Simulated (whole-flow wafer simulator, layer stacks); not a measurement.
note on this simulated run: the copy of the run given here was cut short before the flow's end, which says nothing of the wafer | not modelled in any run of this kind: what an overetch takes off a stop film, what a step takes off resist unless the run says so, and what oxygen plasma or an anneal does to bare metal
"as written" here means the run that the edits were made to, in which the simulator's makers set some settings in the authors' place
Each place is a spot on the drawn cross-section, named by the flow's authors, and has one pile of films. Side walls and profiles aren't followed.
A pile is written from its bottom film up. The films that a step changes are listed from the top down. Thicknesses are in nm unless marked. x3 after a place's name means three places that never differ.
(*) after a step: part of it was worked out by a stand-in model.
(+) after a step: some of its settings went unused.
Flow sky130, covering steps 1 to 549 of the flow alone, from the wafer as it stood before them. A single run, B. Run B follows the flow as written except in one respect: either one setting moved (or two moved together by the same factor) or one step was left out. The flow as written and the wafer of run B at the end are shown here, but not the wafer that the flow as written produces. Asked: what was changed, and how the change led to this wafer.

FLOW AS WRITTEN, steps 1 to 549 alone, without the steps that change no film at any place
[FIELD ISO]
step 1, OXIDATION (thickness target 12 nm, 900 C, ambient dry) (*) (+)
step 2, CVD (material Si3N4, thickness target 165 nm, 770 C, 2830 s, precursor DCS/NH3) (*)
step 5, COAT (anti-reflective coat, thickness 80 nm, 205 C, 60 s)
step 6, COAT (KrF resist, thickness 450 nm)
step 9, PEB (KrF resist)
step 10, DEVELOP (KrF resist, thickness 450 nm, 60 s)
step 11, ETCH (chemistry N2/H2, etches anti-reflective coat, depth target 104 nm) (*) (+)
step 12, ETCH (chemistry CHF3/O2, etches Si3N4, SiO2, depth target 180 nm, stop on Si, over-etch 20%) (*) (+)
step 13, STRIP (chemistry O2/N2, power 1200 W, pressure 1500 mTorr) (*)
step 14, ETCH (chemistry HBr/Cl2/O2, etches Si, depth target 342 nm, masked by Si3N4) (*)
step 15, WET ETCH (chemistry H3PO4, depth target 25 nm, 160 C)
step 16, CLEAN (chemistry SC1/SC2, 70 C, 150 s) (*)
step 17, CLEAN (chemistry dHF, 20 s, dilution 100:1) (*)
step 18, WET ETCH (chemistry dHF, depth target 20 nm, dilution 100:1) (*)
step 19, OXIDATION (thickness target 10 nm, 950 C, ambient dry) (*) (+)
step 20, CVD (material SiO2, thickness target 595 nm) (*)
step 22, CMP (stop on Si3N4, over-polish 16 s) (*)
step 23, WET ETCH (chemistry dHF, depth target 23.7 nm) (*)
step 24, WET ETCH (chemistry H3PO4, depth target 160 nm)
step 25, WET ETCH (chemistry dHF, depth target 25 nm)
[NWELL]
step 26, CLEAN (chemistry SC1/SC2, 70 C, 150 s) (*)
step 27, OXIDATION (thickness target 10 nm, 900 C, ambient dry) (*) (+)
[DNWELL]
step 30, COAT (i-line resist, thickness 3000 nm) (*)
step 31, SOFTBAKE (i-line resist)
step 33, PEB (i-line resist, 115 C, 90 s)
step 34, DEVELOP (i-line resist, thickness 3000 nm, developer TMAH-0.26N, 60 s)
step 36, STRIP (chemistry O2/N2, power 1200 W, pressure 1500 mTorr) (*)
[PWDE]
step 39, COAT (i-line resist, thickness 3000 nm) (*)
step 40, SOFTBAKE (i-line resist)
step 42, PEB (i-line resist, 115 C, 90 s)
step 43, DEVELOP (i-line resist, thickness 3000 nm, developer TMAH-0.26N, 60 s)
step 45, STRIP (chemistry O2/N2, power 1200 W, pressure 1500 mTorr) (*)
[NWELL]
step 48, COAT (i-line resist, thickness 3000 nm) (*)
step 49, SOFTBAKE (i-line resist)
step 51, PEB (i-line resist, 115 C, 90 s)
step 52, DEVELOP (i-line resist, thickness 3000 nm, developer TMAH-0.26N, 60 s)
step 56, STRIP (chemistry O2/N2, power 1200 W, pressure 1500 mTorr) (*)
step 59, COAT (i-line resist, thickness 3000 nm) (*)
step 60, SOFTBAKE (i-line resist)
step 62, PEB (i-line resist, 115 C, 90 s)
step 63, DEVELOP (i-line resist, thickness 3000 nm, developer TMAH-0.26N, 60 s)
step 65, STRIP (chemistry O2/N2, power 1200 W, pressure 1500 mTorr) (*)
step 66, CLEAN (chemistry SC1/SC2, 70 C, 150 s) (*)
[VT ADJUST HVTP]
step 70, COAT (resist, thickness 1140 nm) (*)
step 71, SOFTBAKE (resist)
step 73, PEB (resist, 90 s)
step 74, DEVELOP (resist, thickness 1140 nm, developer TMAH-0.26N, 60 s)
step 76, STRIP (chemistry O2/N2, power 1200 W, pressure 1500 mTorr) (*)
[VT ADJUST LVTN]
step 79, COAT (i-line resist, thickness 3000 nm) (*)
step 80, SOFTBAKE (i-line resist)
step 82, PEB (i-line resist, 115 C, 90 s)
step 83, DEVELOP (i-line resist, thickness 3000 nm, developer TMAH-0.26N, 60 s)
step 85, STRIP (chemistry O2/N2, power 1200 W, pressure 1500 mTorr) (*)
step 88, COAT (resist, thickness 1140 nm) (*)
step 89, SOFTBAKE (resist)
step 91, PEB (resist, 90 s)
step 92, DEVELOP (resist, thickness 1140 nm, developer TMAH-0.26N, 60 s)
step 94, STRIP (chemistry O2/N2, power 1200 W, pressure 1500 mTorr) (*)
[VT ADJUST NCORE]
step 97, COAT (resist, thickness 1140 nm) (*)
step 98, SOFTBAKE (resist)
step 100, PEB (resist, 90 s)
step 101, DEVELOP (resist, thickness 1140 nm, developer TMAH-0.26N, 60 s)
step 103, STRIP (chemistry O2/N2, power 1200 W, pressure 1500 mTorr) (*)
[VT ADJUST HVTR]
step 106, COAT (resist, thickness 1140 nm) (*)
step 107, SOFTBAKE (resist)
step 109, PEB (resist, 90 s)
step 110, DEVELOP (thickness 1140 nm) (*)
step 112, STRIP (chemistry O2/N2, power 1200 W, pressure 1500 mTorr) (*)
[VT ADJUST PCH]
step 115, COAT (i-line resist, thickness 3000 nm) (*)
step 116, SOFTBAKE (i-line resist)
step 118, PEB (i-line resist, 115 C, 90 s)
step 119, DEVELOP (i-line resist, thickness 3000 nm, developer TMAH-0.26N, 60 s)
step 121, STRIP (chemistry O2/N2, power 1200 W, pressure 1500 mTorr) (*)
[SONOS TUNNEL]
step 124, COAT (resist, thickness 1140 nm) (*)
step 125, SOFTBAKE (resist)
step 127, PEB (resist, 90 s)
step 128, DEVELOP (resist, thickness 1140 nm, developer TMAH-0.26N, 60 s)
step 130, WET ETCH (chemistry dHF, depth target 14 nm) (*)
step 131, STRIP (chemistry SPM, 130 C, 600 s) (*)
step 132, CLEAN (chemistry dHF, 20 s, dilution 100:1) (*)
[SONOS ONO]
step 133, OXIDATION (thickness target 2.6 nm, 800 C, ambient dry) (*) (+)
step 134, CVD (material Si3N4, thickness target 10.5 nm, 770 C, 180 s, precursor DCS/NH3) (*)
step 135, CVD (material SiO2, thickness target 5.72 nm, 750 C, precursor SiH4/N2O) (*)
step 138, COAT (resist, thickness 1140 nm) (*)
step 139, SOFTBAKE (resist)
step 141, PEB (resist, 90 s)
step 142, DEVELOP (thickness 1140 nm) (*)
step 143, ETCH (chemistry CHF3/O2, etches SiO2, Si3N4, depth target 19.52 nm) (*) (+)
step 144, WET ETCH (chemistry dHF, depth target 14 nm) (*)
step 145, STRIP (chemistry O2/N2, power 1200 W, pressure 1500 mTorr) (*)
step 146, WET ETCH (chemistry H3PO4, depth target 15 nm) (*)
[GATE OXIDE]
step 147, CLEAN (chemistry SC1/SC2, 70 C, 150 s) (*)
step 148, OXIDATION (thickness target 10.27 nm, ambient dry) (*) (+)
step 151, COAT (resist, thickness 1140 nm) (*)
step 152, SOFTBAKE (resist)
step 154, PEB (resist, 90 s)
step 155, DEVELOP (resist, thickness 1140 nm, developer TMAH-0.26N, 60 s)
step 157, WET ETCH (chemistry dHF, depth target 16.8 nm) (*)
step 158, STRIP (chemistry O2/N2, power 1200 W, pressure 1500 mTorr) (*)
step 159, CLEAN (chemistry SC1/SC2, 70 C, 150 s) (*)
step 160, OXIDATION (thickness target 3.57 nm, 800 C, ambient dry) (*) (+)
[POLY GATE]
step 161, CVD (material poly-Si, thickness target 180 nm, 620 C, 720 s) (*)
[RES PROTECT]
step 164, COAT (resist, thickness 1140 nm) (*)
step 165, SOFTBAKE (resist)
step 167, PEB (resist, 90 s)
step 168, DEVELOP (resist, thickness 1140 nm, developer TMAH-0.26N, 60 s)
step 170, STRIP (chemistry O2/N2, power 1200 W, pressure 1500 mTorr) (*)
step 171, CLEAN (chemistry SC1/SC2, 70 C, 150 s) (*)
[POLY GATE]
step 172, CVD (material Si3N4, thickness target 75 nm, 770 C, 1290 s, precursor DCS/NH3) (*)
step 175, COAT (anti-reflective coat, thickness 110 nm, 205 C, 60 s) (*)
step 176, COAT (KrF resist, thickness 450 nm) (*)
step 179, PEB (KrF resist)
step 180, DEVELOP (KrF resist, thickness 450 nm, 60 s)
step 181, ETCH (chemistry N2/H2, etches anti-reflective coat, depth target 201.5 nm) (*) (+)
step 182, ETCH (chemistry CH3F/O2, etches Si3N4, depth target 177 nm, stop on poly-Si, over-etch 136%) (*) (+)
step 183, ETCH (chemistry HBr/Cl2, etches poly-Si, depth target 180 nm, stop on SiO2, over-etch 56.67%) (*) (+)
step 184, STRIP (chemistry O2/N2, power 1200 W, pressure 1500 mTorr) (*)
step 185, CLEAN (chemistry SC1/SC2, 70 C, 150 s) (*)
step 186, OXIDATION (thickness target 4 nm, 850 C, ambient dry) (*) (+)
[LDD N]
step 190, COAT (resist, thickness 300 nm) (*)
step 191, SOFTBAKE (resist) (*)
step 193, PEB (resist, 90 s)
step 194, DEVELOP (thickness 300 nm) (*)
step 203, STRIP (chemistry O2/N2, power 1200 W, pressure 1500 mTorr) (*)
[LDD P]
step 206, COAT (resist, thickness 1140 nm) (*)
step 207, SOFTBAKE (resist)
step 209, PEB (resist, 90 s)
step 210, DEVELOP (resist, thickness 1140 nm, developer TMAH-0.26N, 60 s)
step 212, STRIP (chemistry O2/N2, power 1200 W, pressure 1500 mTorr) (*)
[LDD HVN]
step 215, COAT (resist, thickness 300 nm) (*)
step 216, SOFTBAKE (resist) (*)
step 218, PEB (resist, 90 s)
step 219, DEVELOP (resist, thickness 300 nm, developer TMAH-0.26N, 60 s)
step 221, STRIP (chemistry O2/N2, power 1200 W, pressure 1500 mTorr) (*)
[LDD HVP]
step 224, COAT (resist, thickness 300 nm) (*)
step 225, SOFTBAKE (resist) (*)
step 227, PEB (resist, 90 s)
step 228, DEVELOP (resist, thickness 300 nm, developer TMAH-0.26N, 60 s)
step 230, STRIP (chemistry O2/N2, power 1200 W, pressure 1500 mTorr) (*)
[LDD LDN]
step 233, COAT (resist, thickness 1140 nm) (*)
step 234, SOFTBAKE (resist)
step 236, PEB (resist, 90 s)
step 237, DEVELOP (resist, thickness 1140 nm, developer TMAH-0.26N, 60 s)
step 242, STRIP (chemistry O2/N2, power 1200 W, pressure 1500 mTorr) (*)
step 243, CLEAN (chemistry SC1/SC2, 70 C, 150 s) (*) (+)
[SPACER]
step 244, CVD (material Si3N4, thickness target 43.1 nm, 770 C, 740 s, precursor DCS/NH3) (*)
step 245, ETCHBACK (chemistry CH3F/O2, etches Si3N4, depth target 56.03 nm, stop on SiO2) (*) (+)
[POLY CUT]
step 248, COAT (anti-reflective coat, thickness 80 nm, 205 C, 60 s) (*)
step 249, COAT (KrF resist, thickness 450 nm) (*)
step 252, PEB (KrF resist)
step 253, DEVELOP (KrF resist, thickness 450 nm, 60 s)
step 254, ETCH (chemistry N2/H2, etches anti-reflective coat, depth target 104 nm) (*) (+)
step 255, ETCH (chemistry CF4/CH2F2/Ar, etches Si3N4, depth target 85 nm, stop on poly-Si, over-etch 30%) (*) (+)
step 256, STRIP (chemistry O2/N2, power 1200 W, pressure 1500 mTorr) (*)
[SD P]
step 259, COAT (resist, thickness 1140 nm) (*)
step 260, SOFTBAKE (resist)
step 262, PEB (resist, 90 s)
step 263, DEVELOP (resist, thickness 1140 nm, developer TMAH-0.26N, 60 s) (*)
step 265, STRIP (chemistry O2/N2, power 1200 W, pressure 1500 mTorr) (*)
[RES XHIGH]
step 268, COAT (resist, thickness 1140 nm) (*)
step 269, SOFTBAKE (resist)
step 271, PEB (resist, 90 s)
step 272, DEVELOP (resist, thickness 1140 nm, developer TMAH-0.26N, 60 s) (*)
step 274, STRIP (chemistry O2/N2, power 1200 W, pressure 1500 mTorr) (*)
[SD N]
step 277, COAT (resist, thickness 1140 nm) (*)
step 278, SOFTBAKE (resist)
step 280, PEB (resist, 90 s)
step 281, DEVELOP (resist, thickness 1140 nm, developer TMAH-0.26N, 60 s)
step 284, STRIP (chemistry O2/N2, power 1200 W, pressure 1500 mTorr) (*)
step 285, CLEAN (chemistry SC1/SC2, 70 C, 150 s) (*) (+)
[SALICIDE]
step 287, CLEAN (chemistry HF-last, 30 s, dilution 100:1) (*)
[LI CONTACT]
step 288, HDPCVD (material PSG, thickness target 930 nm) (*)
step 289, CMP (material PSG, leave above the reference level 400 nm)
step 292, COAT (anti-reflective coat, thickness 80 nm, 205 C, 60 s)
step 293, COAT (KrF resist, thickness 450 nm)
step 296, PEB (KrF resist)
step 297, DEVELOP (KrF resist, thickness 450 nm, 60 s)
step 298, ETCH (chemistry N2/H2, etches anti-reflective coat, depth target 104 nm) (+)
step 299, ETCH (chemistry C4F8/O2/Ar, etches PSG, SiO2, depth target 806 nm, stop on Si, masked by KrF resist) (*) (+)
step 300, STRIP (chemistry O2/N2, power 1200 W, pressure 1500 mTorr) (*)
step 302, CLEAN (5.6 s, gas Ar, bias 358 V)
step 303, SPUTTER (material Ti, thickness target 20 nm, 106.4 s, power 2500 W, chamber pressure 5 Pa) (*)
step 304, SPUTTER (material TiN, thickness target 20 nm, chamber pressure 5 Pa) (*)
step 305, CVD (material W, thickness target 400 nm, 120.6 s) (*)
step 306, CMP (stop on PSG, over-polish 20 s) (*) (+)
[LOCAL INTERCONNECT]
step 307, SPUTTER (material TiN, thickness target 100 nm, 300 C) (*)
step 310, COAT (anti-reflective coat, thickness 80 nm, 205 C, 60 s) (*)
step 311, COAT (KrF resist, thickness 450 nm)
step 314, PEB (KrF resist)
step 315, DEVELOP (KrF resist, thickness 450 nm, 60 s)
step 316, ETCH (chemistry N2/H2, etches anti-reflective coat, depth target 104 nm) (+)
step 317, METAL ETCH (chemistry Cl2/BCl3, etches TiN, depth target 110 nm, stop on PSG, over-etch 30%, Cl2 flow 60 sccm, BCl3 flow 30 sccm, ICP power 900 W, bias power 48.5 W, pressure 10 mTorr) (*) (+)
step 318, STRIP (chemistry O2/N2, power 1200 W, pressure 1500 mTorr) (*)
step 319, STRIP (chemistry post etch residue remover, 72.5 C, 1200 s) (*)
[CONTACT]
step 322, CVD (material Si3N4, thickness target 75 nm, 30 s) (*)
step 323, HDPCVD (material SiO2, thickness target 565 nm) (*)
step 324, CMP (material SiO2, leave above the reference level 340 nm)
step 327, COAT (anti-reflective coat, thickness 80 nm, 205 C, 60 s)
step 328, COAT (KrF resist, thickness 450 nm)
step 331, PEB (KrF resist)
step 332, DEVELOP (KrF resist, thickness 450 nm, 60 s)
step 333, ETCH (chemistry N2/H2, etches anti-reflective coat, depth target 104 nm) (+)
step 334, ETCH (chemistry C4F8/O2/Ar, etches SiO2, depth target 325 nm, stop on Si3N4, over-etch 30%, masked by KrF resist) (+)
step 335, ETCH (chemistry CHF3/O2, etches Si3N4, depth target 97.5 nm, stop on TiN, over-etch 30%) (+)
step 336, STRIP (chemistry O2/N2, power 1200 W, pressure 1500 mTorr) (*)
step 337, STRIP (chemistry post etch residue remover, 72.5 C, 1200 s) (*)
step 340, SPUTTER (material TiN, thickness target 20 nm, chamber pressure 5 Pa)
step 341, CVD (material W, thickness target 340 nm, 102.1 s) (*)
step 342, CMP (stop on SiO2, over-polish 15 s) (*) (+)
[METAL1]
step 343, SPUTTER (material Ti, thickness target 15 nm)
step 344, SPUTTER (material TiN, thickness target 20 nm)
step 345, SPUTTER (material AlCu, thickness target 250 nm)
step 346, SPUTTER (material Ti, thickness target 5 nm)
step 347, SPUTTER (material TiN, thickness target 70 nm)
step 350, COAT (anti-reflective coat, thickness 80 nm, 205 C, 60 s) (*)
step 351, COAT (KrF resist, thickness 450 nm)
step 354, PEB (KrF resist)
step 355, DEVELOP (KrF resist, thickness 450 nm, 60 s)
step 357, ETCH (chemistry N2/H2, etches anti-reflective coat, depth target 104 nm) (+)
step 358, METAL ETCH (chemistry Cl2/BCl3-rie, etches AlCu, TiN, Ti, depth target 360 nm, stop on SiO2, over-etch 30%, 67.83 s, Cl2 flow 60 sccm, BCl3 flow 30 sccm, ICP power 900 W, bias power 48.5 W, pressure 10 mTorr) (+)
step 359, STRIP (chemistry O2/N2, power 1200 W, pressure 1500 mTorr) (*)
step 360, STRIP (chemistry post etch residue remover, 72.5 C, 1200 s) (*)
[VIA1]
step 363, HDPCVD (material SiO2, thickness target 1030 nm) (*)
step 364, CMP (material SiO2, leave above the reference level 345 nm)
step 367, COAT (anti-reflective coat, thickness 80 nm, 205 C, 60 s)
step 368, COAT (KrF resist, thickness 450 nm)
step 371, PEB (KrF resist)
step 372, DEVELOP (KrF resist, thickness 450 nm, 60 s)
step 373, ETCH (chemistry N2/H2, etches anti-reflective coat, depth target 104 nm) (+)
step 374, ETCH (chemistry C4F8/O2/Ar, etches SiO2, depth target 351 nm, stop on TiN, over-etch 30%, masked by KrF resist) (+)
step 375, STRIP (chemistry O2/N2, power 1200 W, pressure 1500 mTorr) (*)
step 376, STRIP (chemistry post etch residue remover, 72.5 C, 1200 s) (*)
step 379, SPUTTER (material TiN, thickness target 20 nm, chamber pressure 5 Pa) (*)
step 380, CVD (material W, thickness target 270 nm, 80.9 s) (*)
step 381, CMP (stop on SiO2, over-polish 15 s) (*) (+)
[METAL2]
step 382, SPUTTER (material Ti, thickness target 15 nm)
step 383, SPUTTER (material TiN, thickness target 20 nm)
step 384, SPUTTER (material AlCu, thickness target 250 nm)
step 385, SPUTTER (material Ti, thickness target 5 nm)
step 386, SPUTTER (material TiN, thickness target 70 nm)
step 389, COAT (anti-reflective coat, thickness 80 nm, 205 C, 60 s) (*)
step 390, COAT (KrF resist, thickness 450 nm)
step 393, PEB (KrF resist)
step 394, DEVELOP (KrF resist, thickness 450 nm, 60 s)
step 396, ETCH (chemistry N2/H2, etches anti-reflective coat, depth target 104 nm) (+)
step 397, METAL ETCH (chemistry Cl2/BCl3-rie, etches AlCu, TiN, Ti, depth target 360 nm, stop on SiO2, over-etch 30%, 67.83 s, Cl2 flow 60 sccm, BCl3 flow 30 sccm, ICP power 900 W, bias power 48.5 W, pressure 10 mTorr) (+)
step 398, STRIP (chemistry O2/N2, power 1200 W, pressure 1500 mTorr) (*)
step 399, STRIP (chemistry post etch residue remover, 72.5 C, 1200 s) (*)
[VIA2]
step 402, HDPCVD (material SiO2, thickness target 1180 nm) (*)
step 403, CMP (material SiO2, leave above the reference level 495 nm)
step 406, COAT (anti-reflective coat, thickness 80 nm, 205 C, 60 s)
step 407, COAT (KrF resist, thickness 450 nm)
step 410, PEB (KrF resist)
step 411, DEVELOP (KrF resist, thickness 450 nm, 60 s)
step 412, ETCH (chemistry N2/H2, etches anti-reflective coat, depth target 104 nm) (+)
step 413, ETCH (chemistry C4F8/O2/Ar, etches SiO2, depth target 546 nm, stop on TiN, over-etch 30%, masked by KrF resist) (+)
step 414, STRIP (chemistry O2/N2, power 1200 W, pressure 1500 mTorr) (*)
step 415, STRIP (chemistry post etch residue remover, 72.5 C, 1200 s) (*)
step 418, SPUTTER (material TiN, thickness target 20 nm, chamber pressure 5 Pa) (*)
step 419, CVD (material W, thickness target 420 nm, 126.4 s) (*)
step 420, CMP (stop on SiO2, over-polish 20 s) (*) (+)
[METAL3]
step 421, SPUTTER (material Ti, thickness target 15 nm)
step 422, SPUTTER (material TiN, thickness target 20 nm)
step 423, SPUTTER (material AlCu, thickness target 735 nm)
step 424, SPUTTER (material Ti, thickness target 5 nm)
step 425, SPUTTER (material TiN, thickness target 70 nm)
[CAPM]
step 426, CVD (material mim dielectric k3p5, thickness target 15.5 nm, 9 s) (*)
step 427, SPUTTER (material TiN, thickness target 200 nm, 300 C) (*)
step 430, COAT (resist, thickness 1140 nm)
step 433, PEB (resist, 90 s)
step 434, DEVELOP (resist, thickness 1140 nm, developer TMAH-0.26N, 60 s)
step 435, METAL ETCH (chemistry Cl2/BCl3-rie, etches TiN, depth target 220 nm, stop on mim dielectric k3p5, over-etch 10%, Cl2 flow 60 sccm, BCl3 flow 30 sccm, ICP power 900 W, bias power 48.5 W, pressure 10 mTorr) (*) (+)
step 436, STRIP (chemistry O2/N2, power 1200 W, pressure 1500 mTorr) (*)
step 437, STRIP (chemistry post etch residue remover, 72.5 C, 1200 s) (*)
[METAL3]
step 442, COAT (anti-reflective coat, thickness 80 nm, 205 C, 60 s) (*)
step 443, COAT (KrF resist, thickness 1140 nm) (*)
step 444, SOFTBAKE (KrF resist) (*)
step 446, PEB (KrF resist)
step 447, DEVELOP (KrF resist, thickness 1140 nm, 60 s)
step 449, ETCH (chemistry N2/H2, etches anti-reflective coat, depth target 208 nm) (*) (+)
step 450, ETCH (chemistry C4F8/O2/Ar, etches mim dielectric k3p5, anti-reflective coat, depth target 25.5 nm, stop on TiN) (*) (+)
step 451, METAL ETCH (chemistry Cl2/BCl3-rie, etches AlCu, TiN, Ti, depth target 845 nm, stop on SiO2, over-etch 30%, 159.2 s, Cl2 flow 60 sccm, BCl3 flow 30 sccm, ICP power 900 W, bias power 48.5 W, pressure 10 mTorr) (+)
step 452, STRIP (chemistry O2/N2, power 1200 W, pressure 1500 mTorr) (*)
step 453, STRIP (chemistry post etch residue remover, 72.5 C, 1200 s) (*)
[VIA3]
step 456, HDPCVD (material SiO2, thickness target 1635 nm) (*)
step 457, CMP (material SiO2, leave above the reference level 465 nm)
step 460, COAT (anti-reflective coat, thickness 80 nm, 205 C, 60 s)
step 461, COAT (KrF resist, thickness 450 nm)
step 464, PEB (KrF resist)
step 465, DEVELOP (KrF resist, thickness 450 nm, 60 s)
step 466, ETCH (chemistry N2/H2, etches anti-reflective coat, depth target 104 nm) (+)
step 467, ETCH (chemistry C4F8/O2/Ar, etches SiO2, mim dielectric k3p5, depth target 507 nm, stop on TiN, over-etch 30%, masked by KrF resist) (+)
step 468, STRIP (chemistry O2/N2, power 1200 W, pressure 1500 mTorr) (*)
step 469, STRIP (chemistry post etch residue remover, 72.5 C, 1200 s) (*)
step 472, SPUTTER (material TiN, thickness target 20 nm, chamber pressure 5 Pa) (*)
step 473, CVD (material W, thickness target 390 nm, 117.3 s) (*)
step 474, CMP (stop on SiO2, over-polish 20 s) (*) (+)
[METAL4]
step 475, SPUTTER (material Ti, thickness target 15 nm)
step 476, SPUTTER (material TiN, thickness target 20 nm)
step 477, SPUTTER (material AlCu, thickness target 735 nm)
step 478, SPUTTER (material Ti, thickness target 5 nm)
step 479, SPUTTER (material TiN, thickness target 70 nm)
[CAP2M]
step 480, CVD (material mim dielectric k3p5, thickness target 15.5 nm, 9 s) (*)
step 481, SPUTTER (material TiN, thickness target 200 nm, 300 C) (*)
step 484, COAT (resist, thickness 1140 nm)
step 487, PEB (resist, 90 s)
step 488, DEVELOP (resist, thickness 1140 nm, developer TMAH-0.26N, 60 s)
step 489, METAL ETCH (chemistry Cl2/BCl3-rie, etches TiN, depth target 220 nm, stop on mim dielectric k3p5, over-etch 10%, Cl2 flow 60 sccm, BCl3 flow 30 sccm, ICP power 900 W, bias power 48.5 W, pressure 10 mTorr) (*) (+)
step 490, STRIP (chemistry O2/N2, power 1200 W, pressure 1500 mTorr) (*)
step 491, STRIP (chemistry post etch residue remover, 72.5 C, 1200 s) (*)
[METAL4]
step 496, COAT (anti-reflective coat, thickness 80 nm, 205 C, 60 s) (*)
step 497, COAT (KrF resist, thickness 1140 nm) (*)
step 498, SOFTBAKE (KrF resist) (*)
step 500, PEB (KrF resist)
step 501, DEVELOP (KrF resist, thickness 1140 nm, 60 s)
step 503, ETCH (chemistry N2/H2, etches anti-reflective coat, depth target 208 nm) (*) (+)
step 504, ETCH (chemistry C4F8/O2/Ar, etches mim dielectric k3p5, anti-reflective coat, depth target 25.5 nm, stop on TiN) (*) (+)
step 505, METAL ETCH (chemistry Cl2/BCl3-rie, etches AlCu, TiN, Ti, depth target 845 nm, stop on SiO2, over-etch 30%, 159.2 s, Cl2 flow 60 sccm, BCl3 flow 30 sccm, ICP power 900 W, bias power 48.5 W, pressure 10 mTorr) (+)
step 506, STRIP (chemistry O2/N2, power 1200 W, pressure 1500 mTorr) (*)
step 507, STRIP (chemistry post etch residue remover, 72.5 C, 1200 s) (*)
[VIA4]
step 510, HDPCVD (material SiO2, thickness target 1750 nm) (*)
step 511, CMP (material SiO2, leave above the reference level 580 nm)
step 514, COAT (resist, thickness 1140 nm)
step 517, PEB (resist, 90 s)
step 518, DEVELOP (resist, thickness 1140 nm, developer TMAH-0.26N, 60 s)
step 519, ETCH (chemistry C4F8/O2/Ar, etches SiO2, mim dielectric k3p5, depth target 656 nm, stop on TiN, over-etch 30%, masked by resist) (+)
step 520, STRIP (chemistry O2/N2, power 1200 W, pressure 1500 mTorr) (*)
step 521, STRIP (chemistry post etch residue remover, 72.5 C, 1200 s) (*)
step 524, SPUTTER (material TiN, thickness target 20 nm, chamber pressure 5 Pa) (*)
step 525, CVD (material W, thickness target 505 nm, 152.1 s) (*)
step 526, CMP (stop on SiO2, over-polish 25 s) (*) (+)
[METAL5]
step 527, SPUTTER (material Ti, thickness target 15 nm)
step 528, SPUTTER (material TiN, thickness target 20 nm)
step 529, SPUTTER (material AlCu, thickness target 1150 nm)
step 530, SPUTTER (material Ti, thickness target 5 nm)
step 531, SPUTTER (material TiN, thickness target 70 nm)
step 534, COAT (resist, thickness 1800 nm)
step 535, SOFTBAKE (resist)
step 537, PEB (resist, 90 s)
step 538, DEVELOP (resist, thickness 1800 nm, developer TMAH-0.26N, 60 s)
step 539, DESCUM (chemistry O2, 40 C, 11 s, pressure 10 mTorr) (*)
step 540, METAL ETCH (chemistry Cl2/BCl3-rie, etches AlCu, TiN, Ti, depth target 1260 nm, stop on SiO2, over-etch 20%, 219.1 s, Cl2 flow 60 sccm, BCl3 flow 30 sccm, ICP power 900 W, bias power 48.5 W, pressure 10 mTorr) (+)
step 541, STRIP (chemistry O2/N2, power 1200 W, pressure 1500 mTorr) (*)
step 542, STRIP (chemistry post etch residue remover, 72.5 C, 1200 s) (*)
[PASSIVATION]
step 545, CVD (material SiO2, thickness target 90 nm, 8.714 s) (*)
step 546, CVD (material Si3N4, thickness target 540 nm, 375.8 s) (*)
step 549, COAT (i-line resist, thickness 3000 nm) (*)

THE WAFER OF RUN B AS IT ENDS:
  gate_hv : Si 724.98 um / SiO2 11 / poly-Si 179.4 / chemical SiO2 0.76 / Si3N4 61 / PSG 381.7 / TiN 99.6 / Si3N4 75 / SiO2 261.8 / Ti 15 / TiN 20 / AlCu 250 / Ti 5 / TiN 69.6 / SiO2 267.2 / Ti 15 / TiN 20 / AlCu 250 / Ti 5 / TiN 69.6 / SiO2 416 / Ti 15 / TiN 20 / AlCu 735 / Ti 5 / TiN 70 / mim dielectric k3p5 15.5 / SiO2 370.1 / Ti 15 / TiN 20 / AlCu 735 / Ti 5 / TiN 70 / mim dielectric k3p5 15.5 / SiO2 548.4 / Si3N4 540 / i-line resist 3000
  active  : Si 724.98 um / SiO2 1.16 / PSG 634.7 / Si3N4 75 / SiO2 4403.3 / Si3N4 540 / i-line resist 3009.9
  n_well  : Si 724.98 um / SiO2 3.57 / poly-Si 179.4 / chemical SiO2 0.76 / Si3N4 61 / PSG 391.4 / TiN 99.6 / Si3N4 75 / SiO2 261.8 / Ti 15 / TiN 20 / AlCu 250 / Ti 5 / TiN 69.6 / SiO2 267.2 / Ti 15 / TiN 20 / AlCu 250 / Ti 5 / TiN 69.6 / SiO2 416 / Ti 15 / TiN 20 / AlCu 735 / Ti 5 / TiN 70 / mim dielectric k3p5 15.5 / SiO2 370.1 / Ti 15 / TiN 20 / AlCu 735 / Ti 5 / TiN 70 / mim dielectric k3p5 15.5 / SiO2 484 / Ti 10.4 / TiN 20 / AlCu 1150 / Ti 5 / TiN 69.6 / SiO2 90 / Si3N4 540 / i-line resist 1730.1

What caused this: step 527, SPUTTER: thickness target 10.4 nm was run, whereas the flow has thickness target 15 nm.
The wafer lets one read it off: n_well has Ti 10.4, and step 527 as written asks for 15 nm.

The path from the change to this, step by step:
  step 527, SPUTTER (material Ti, thickness target 15 nm)
      field, active, n_well and 190 more: Ti gains 10.4 (new film) (as written it would have been: Ti gains 15 (new film))
  step 540, METAL ETCH (chemistry Cl2/BCl3-rie, etches AlCu, TiN, Ti, depth target 1260 nm, stop on SiO2, over-etch 20%, 219.1 s, Cl2 flow 60 sccm, BCl3 flow 30 sccm, ICP power 900 W, bias power 48.5 W, pressure 10 mTorr) (+)
      field, active, gate and 175 more: TiN loses 70 (all of it), Ti loses 5 (all of it), AlCu loses 1150 (all of it), TiN loses 20 (all of it), Ti loses 10.4 (all of it), SiO2 loses 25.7 (as written it would have been: TiN loses 70 (all of it), Ti loses 5 (all of it), AlCu loses 1150 (all of it), TiN loses 20 (all of it), Ti loses 15 (all of it), SiO2 loses 25.2)
